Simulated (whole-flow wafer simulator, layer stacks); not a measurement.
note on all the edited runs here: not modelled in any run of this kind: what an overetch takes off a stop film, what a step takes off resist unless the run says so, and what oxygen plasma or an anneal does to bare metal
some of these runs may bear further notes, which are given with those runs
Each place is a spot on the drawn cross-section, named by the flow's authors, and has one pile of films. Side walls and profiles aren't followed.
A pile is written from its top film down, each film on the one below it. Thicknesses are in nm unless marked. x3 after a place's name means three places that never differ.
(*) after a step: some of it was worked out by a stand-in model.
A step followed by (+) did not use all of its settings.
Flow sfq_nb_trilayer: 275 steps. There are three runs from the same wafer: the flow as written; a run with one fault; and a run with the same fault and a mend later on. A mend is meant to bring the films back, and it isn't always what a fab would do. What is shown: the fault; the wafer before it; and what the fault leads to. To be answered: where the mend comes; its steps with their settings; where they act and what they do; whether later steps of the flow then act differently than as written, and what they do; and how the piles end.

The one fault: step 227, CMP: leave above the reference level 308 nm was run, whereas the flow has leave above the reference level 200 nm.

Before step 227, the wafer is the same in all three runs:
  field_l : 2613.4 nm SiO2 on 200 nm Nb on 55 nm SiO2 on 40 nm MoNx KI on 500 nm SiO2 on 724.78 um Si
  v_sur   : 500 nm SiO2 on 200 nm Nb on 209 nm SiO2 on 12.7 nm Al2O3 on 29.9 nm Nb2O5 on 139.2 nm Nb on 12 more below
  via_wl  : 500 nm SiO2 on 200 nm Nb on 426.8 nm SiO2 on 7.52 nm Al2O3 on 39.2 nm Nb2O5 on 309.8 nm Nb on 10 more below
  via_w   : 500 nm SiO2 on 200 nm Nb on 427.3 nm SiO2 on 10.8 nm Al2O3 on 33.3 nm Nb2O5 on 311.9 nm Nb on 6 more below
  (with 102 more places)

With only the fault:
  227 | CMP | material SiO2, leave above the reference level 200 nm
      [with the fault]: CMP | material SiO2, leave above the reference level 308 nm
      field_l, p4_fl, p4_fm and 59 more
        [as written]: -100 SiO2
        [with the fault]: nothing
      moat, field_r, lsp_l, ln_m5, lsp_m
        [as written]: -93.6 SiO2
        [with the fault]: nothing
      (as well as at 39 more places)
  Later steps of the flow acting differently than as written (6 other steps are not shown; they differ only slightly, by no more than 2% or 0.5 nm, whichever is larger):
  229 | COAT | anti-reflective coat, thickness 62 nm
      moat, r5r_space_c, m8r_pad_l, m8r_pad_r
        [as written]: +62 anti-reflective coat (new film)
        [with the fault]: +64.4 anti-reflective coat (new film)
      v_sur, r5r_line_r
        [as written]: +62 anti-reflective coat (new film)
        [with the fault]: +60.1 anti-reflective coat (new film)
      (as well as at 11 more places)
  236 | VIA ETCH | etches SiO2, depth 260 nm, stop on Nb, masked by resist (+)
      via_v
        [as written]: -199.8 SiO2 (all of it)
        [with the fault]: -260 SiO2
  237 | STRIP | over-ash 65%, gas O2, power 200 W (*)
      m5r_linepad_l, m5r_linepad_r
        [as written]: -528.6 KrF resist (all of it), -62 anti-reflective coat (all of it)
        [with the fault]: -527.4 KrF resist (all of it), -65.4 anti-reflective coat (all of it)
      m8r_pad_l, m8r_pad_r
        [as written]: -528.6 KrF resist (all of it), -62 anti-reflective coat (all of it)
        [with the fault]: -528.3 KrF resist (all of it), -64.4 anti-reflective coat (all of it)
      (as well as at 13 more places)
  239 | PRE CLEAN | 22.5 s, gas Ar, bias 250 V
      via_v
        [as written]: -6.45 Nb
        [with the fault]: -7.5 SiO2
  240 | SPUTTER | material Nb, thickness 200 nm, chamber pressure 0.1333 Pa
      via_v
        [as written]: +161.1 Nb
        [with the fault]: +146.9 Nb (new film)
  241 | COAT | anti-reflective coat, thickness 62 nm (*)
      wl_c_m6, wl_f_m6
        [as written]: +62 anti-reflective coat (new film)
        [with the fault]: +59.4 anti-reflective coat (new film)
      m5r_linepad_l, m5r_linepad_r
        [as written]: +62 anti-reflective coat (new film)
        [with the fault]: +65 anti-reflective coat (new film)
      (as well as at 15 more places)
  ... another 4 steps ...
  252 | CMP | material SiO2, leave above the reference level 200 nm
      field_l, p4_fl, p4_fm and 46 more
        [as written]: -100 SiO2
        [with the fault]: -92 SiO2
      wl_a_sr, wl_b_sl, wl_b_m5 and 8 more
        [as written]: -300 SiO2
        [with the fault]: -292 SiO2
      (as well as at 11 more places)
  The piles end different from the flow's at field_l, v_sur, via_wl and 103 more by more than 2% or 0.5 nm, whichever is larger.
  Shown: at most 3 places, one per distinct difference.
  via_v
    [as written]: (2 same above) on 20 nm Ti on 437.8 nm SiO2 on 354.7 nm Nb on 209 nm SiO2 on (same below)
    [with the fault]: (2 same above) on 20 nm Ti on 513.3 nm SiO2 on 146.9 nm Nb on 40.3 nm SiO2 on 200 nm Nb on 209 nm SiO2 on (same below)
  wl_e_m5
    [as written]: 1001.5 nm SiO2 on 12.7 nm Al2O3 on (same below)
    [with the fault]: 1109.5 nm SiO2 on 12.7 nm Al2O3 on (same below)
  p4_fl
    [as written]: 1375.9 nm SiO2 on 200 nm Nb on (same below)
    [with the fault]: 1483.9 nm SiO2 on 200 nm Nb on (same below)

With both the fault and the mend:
  After step 228 comes the mend.
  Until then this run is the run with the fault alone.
  228a | CMP | material SiO2, leave above the reference level 200 nm (a further turn of the flow's step 227)
      field_l, p4_fl, p4_fm and 59 more
        -100 SiO2
      v_sur, via_wl, via_w and 33 more
        -108 SiO2
      moat, field_r, lsp_l, ln_m5, lsp_m
        -93.6 SiO2
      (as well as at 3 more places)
  Every later step of the flow that is run acts as written at every place that is followed.
  At every place that both follow, the piles at the end match the flow's.
